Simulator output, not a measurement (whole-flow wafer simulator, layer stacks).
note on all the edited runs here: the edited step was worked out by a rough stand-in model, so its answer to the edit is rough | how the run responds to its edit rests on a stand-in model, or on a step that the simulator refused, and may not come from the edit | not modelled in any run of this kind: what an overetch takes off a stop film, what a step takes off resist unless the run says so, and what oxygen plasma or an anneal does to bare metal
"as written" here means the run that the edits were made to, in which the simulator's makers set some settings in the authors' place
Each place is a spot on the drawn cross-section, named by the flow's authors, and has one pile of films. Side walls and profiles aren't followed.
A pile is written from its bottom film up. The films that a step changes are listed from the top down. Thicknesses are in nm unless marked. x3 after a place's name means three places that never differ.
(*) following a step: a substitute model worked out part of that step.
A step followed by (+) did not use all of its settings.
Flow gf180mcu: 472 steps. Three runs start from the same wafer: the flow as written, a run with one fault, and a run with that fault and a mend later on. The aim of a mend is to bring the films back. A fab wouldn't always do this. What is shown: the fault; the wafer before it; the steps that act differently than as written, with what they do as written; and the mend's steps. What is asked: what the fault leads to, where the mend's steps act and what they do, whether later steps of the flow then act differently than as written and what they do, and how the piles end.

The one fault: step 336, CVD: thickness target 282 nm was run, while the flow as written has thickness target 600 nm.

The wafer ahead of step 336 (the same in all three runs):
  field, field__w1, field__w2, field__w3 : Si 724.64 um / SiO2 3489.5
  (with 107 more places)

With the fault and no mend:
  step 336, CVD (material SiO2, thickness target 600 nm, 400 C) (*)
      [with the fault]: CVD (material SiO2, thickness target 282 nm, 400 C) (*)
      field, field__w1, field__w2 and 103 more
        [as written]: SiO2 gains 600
        [with the fault]: SiO2 gains 282
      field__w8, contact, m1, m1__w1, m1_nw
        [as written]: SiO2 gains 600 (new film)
        [with the fault]: SiO2 gains 282 (new film)
  Later steps of the flow acting differently than as written (14 other steps are not shown; they differ only slightly, by no more than 2% or 0.5 nm, whichever is larger):
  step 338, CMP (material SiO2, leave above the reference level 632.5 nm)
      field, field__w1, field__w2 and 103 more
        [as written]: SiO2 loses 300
        [with the fault]: nothing
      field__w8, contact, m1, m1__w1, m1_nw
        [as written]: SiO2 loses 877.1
        [with the fault]: SiO2 loses 559.1
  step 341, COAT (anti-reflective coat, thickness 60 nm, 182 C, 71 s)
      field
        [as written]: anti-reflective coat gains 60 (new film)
        [with the fault]: anti-reflective coat gains 67 (new film)
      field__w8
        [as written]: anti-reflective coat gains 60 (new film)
        [with the fault]: anti-reflective coat gains 49.6 (new film)
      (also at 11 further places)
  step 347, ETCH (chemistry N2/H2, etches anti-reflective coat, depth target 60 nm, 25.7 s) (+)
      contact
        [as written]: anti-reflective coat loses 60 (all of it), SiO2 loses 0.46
        [with the fault]: anti-reflective coat loses 49.5 (all of it), SiO2 loses 0.73
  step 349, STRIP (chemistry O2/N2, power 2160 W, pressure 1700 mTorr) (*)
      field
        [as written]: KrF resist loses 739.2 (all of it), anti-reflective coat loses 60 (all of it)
        [with the fault]: KrF resist loses 735.5 (all of it), anti-reflective coat loses 67 (all of it)
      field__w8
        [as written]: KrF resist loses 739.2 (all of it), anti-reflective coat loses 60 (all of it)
        [with the fault]: KrF resist loses 737.5 (all of it), anti-reflective coat loses 49.6 (all of it)
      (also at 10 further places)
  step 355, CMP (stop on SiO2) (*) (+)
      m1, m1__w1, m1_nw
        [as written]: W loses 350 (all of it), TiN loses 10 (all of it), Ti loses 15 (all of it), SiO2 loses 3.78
        [with the fault]: W loses 350 (all of it), TiN loses 10 (all of it), Ti loses 15 (all of it), SiO2 loses 4.63
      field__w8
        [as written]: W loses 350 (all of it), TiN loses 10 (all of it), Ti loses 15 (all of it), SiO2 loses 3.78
        [with the fault]: W loses 350 (all of it), TiN loses 10 (all of it), Ti loses 15 (all of it), SiO2 loses 4.64
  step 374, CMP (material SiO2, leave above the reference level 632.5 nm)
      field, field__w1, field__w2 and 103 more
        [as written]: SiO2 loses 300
        [with the fault]: SiO2 loses 282.8
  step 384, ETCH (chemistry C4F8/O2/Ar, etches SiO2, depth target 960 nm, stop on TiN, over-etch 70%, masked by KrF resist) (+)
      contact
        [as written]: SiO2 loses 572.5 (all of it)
        [with the fault]: SiO2 loses 589.6 (all of it)
  By the end, the piles at contact depart from the flow's by more than 2% or 0.5 nm, whichever is larger.
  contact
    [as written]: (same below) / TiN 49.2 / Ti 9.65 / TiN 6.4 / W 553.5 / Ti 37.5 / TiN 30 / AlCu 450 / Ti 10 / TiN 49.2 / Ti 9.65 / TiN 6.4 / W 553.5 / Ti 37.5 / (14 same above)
    [with the fault]: (same below) / TiN 49.2 / Ti 9.75 / TiN 6.47 / W 535.3 / Ti 37.5 / TiN 30 / AlCu 450 / Ti 10 / TiN 49.2 / Ti 9.56 / TiN 6.34 / W 570.8 / Ti 37.5 / (14 same above)

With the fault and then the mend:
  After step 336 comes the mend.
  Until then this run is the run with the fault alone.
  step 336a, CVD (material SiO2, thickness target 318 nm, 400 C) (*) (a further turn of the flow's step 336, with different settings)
      field, field__w1, field__w2 and 108 more
        SiO2 gains 318
  None of the later steps of the flow acts differently than as written at any place that is followed.
  At every place that both follow, the piles at the end match the flow's.
